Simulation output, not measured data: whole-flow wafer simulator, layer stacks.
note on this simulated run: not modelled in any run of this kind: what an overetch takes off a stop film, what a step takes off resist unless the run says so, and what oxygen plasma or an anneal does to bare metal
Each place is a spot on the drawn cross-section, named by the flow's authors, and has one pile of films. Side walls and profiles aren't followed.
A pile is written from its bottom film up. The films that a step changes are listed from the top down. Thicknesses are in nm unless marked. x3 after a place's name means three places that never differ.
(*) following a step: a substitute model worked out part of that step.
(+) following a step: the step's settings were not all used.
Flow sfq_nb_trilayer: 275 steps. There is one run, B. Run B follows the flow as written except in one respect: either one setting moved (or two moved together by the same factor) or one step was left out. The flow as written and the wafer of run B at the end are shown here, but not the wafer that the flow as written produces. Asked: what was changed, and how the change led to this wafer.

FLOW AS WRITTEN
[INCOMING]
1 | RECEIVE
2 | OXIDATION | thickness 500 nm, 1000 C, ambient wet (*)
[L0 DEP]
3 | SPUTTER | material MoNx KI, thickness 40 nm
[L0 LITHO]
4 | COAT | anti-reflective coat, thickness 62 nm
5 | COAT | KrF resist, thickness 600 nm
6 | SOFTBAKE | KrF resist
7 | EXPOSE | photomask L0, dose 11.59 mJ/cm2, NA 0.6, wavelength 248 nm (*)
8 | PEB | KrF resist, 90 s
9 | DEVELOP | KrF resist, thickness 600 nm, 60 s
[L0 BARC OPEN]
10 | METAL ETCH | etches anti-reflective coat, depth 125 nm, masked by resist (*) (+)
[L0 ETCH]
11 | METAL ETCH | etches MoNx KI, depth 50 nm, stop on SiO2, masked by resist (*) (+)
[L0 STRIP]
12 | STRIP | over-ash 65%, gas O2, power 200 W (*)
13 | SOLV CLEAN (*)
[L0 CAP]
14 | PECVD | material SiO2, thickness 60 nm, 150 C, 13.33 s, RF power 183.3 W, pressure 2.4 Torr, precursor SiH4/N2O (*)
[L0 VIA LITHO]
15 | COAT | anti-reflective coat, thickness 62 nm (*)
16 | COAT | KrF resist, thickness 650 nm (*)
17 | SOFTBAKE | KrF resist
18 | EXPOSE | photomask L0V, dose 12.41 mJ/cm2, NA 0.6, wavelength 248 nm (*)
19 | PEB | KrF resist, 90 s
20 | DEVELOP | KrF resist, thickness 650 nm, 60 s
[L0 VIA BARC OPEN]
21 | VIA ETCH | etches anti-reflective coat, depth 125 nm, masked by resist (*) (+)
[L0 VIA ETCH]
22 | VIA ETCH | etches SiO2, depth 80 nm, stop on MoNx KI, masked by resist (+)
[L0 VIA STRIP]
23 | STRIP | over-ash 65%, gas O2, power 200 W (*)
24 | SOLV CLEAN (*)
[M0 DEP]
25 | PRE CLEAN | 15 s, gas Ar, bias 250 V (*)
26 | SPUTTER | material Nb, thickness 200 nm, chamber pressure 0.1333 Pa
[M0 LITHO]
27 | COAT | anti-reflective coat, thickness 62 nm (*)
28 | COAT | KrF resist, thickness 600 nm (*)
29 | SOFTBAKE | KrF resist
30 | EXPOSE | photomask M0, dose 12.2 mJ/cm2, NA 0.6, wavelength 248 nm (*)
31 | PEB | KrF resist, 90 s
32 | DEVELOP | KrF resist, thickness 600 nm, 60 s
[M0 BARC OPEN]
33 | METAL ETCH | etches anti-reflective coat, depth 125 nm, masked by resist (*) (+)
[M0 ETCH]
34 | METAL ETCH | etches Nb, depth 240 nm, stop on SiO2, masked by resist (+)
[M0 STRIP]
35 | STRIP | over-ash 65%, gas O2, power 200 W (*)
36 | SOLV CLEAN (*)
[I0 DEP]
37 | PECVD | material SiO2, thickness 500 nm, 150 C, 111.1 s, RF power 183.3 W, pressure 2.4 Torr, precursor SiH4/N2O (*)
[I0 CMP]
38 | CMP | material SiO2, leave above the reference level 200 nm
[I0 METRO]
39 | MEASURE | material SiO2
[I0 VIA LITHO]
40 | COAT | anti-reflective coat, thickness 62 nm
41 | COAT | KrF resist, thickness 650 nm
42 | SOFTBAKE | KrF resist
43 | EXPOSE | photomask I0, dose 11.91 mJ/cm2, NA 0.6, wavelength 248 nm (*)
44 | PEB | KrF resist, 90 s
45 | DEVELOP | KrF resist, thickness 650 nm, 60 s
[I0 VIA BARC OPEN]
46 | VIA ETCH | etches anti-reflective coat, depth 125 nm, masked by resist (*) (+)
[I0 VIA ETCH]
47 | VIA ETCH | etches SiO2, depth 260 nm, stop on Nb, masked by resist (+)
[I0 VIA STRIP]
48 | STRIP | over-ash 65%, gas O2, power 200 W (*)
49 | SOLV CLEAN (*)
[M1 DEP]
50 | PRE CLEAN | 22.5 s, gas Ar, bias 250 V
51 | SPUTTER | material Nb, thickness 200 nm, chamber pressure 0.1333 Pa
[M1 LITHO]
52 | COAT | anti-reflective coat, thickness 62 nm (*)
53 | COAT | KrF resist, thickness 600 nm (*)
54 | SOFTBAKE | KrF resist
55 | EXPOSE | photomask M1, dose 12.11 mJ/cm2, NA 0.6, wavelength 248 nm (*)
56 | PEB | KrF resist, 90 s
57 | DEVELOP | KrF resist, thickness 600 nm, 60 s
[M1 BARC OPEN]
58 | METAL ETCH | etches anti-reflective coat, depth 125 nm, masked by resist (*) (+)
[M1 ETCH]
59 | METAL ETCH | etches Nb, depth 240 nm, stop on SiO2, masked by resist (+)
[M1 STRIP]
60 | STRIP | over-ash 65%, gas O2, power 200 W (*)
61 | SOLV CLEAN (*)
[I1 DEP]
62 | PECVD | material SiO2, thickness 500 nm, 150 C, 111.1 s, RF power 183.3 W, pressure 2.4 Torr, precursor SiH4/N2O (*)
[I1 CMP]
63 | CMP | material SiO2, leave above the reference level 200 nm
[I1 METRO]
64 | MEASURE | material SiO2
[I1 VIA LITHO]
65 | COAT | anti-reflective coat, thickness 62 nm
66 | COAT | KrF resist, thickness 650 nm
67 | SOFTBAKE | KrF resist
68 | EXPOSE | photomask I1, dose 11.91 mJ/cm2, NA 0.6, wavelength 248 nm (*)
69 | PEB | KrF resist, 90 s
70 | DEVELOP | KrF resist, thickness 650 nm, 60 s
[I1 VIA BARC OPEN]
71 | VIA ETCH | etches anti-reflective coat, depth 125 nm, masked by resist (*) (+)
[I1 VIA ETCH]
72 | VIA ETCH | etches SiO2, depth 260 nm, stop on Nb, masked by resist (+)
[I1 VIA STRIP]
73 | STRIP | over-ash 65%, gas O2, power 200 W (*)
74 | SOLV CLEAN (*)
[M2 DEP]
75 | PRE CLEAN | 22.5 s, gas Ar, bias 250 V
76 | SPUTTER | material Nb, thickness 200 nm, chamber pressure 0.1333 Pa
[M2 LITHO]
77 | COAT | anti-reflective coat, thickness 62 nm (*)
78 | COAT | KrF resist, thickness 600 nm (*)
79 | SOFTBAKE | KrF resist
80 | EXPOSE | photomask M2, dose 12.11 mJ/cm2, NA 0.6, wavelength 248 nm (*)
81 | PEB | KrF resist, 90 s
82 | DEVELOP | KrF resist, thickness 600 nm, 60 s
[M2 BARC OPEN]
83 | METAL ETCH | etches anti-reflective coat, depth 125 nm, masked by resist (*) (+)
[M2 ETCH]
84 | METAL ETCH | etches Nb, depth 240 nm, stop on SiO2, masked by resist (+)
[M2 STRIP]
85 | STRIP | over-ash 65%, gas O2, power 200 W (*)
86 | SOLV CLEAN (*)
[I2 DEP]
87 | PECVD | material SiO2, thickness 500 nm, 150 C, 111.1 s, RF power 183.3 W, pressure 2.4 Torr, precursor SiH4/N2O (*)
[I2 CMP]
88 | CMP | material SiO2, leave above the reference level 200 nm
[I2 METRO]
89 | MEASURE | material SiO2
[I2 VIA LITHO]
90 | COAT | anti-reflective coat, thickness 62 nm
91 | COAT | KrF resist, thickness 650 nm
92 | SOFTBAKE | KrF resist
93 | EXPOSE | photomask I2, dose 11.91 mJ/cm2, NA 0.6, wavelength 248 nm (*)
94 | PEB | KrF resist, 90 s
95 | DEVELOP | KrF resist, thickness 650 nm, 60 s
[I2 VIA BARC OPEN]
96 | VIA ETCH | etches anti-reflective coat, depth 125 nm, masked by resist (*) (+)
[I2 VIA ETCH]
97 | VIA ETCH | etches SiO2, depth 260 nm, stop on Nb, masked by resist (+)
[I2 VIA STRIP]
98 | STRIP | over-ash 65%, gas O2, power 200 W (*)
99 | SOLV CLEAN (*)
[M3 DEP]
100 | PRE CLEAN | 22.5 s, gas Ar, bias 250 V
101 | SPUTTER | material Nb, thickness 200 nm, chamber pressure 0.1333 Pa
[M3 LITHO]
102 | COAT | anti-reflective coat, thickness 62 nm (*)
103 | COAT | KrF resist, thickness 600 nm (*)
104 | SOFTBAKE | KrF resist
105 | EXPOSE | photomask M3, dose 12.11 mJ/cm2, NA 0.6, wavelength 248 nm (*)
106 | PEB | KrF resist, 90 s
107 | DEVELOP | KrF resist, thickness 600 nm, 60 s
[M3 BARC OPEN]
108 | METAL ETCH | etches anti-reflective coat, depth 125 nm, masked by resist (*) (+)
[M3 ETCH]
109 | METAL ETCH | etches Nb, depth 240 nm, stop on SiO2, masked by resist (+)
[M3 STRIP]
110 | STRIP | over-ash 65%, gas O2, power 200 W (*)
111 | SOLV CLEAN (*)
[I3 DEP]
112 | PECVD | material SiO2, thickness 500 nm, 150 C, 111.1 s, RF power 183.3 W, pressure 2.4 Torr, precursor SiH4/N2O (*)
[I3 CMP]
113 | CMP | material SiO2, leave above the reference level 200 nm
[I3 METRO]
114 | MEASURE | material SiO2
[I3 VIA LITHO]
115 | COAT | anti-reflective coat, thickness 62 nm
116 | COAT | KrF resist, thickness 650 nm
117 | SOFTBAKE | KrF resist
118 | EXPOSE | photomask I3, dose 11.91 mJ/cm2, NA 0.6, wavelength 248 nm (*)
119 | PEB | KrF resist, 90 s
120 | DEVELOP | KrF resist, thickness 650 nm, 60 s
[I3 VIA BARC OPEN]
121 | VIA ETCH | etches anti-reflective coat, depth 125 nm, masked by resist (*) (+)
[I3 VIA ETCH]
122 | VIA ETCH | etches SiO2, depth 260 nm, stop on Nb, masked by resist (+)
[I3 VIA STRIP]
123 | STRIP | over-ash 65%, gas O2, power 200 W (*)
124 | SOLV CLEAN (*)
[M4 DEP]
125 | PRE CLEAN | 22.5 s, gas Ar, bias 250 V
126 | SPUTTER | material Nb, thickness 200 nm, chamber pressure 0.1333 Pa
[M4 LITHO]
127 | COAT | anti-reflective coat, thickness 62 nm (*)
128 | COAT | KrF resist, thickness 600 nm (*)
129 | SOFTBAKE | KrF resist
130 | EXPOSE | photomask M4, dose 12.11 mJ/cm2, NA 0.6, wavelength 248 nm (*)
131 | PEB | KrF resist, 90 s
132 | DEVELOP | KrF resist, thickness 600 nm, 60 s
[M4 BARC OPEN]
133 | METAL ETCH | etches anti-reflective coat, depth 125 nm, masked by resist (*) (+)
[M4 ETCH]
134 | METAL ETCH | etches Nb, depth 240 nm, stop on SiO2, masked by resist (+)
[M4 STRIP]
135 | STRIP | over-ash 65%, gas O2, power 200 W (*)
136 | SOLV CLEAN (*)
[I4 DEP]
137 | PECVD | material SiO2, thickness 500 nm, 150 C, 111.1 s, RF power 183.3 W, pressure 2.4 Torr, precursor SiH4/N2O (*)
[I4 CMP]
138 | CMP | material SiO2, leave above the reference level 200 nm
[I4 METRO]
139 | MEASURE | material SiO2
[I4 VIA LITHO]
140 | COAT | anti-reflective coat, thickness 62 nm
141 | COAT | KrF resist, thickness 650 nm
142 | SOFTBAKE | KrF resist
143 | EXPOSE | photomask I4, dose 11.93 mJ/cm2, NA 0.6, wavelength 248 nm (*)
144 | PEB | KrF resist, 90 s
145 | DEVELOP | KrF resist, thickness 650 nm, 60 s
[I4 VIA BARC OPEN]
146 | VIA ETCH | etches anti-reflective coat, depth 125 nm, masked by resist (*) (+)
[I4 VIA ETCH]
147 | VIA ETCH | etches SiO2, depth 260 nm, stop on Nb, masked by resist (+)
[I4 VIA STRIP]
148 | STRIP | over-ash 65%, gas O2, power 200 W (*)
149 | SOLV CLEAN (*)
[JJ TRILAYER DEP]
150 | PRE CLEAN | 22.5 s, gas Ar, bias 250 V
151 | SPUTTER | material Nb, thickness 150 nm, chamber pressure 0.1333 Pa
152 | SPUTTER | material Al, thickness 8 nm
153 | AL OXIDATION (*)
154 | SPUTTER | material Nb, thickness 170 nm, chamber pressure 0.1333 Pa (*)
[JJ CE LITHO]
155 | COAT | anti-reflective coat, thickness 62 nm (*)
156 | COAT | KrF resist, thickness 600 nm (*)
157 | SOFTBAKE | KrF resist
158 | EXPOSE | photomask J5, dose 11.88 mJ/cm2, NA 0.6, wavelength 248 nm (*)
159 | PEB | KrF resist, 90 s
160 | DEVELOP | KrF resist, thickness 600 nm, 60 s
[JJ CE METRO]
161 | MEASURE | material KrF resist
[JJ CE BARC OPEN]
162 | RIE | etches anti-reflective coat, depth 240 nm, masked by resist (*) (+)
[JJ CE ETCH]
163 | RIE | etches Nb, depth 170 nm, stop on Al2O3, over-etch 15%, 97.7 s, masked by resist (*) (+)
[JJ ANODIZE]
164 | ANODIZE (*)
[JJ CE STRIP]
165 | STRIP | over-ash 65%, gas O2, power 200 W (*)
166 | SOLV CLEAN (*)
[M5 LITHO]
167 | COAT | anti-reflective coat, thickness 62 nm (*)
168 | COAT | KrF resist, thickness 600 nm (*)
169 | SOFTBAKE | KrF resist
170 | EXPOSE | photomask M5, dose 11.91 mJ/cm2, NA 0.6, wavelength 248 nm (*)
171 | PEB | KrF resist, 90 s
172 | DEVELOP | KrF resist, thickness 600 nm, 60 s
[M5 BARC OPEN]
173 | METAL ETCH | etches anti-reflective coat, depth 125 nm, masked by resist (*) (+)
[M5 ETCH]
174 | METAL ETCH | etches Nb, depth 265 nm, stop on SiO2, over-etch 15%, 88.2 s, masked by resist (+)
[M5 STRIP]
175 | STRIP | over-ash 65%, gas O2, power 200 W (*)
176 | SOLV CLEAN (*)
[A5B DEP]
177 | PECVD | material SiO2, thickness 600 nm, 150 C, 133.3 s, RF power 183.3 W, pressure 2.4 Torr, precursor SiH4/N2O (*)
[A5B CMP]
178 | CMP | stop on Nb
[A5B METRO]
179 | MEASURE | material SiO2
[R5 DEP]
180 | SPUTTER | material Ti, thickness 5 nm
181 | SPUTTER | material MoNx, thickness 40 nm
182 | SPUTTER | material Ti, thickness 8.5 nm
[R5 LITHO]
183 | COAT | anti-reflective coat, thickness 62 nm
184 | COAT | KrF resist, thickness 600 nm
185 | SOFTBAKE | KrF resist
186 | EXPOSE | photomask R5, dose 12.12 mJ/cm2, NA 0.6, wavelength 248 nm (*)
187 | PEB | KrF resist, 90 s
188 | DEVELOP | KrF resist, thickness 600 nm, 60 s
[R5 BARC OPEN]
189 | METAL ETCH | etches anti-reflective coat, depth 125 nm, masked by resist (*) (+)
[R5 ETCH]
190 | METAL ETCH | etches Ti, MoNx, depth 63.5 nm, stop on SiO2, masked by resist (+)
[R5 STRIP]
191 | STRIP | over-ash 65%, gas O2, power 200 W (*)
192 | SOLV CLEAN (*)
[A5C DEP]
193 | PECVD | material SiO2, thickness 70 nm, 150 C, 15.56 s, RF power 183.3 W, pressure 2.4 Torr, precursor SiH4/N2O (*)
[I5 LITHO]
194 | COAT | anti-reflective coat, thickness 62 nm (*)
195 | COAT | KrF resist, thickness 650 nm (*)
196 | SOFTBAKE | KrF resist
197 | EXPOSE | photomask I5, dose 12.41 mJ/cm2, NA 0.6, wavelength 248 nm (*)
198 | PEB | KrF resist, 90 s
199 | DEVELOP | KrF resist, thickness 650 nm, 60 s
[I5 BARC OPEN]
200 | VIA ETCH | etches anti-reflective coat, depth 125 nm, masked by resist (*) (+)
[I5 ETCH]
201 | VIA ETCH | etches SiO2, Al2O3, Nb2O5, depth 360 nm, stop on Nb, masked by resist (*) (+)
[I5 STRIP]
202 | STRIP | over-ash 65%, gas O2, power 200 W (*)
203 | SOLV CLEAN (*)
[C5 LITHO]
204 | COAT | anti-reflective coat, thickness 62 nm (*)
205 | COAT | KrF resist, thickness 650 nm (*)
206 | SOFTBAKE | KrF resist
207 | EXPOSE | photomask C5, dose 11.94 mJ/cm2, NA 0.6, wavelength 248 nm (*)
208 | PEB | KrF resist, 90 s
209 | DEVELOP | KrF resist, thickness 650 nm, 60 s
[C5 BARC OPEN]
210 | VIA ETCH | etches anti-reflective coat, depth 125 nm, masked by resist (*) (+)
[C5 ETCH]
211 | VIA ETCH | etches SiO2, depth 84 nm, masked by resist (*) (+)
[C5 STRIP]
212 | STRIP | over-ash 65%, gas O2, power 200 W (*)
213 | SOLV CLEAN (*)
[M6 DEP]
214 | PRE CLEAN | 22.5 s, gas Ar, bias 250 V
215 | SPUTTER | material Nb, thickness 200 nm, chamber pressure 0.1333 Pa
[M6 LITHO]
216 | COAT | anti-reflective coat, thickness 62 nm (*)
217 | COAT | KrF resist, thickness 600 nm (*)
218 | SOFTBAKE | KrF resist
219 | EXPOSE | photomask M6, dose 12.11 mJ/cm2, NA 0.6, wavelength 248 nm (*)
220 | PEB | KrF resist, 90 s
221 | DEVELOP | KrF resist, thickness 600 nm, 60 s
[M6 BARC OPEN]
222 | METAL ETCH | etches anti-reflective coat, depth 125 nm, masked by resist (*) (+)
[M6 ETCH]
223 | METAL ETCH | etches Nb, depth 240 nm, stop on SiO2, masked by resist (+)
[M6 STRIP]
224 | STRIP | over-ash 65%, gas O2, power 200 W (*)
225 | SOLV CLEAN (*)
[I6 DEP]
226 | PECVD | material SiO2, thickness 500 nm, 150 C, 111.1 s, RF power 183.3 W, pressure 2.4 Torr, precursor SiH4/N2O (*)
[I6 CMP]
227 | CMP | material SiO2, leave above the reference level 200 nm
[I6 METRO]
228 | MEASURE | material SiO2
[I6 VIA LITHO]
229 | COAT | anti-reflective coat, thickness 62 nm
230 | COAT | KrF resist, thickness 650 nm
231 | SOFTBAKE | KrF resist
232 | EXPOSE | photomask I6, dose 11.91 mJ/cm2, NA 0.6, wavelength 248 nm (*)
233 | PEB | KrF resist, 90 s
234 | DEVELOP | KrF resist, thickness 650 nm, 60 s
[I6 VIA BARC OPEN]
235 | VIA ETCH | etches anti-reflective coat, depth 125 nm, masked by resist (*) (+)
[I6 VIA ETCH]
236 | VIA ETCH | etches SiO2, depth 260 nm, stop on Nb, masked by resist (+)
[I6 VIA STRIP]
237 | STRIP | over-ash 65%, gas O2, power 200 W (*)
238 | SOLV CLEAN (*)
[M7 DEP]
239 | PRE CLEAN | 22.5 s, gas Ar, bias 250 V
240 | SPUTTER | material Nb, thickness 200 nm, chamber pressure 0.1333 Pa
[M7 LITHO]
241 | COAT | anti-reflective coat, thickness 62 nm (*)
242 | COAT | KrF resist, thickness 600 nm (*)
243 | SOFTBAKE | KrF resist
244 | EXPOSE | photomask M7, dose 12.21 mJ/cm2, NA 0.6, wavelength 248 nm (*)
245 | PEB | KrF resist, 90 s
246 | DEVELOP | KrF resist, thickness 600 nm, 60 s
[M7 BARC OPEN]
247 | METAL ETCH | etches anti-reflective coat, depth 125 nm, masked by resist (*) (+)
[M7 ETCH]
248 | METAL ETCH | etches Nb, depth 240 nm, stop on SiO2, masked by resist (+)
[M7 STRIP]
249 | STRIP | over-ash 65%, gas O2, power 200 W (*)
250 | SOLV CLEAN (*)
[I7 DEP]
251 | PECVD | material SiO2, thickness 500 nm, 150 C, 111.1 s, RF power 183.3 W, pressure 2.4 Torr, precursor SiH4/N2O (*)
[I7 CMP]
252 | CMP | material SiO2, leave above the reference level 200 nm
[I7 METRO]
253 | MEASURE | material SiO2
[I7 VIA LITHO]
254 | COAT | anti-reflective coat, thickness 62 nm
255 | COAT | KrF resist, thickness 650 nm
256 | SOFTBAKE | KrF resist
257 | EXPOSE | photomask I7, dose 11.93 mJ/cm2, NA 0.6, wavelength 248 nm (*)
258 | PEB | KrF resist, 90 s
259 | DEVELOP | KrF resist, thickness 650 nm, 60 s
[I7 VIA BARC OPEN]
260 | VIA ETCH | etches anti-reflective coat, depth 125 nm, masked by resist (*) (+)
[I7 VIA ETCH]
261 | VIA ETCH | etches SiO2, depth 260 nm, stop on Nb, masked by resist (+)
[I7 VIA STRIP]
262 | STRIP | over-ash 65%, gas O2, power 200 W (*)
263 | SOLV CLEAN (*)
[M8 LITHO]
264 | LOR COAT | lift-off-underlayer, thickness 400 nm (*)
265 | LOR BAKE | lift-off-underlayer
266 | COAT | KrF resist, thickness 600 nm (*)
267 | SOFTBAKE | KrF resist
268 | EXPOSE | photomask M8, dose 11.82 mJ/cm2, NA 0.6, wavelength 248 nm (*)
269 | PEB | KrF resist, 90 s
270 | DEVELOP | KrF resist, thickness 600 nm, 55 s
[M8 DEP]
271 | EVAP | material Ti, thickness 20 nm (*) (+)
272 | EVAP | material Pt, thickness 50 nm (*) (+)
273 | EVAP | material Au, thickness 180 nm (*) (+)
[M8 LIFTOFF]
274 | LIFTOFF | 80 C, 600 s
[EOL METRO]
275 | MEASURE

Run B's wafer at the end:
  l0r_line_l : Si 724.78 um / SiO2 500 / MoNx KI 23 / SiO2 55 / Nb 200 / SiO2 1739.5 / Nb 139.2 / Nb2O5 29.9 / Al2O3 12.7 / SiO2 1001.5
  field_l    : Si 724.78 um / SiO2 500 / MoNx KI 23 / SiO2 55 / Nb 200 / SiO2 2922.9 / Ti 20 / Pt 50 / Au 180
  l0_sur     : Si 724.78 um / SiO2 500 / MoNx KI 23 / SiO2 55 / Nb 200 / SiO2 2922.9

Cause: step 3, SPUTTER: thickness 23 nm was run, though the flow has thickness 40 nm.
The wafer itself shows it: l0r_line_l has MoNx KI 23, and step 3 as written asks for 40 nm.

The path from the change to this, step by step:
  3 | SPUTTER | material MoNx KI, thickness 40 nm
      field_l, v_sur, via_wl and 103 more: +23 MoNx KI (new film) (in the flow as written it would be: +40 MoNx KI (new film))
  11 | METAL ETCH | etches MoNx KI, depth 50 nm, stop on SiO2, masked by resist (*) (+)
      v_sur, via_wl, via_w and 97 more: -23 MoNx KI (all of it) (in the flow as written it would be: -40 MoNx KI (all of it))
      field_l, l0_sur, l0v, l0r_line_l, l0r_line_c, l0r_line_r: -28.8 KrF resist (in the flow as written it would be: -41.7 KrF resist)
  12 | STRIP | over-ash 65%, gas O2, power 200 W (*)
      field_l, l0_sur, l0v, l0r_line_l, l0r_line_c, l0r_line_r: -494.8 KrF resist (all of it), -62 anti-reflective coat (all of it) (in the flow as written it would be: -481.9 KrF resist (all of it), -62 anti-reflective coat (all of it))
  15 | COAT | anti-reflective coat, thickness 62 nm (*)
      field_l: +58.7 anti-reflective coat (new film) (in the flow as written it would be: +56.7 anti-reflective coat (new film))
      v_sur: +67.8 anti-reflective coat (new film) (in the flow as written it would be: +72.2 anti-reflective coat (new film))
      (as well as at 3 more places)
  23 | STRIP | over-ash 65%, gas O2, power 200 W (*)
      field_l: -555 KrF resist (all of it), -58.7 anti-reflective coat (all of it) (in the flow as written it would be: -551.4 KrF resist (all of it), -56.7 anti-reflective coat (all of it))
      v_sur: -565.8 KrF resist (all of it), -67.8 anti-reflective coat (all of it) (in the flow as written it would be: -570.5 KrF resist (all of it), -72.2 anti-reflective coat (all of it))
      (as well as at 3 more places)
  27 | COAT | anti-reflective coat, thickness 62 nm (*)
      field_l: +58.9 anti-reflective coat (new film) (in the flow as written it would be: +56.9 anti-reflective coat (new film))
      v_sur: +67.9 anti-reflective coat (new film) (in the flow as written it would be: +72.3 anti-reflective coat (new film))
      (as well as at 3 more places)
  35 | STRIP | over-ash 65%, gas O2, power 200 W (*)
      field_l: -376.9 KrF resist (all of it), -58.9 anti-reflective coat (all of it) (in the flow as written it would be: -372.9 KrF resist (all of it), -56.9 anti-reflective coat (all of it))
      v_sur: -387.6 KrF resist (all of it), -67.9 anti-reflective coat (all of it) (in the flow as written it would be: -391.6 KrF resist (all of it), -72.3 anti-reflective coat (all of it))
      (as well as at 3 more places)
  38 | CMP | material SiO2, leave above the reference level 200 nm
      field_l, l0_sur, l0r_line_l, l0r_line_c, l0r_line_r: -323 SiO2 (in the flow as written it would be: -340 SiO2)
      l0v: -260.8 SiO2 (in the flow as written it would be: -277.8 SiO2)
